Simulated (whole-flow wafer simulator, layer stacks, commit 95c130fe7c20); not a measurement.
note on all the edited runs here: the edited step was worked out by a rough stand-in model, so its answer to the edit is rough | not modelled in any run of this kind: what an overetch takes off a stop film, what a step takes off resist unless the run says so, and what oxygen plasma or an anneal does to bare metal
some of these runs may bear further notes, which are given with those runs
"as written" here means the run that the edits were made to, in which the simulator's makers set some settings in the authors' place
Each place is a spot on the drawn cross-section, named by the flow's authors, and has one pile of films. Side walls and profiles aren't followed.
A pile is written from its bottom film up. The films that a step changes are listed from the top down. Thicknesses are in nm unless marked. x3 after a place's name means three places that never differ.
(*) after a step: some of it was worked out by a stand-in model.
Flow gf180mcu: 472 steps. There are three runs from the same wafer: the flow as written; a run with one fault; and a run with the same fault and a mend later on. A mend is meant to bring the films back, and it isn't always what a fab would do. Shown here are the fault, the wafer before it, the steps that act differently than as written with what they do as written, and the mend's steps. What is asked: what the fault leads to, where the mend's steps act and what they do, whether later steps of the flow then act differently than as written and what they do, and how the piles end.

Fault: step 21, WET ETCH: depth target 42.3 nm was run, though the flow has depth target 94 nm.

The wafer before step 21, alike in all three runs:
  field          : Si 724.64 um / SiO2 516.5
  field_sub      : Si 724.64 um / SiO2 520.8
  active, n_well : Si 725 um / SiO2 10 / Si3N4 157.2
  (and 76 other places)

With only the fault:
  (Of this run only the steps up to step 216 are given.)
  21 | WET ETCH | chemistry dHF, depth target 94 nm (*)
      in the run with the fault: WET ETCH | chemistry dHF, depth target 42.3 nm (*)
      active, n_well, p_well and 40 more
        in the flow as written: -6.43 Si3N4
        in the run with the fault: -2.94 Si3N4
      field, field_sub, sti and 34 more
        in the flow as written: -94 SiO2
        in the run with the fault: -42.3 SiO2
  Steps later in the flow that act otherwise than as written (29 more steps, not shown, differ only slightly: by at most 2% or 0.5 nm, whichever is larger):
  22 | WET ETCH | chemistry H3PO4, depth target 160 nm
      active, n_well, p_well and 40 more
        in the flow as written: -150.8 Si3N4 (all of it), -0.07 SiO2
        in the run with the fault: -154.3 Si3N4 (all of it), -0.05 SiO2
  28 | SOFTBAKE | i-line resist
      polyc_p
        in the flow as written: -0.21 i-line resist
        in the run with the fault: +0.46 i-line resist
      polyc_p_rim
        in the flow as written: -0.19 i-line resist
        in the run with the fault: +0.51 i-line resist
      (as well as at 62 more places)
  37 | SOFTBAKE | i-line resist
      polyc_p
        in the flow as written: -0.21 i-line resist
        in the run with the fault: +0.46 i-line resist
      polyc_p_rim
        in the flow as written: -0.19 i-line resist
        in the run with the fault: +0.51 i-line resist
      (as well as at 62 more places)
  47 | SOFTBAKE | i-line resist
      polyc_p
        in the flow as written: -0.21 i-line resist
        in the run with the fault: +0.46 i-line resist
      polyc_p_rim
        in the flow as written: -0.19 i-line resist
        in the run with the fault: +0.51 i-line resist
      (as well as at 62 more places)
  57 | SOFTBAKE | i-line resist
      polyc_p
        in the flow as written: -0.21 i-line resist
        in the run with the fault: +0.46 i-line resist
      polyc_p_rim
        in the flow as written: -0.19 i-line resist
        in the run with the fault: +0.51 i-line resist
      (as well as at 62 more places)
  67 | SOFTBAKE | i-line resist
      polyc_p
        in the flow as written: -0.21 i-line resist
        in the run with the fault: +0.46 i-line resist
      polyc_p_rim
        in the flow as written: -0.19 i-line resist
        in the run with the fault: +0.51 i-line resist
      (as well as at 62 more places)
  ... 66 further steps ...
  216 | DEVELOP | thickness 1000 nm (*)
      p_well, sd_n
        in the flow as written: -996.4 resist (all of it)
        in the run with the fault: -1044.5 resist (all of it)
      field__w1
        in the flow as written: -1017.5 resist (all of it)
        in the run with the fault: -995 resist (all of it)
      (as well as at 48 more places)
  Once step 216 is done, the piles at field, field__w1, field__w2 and 73 more depart from the flow's by more than 2% or 0.5 nm, whichever is larger.
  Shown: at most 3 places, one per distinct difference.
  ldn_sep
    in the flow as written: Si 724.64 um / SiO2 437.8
    in the run with the fault: Si 724.64 um / SiO2 489.2
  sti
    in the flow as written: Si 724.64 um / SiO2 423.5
    in the run with the fault: Si 724.64 um / SiO2 475
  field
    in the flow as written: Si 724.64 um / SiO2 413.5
    in the run with the fault: Si 724.64 um / SiO2 464.9

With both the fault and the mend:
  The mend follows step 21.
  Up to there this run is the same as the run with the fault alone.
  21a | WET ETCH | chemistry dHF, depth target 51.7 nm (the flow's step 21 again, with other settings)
      field, field_sub, sti and 34 more
        -51.7 SiO2
  Steps later in the flow that act otherwise than as written (7 more steps, not shown, differ only slightly: by at most 2% or 0.5 nm, whichever is larger):
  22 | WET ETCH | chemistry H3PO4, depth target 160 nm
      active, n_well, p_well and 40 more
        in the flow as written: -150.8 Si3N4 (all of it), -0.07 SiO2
        in the run with the mend: -154.3 Si3N4 (all of it), -0.05 SiO2
  By the end, the piles equal the flow's at every place that both follow.
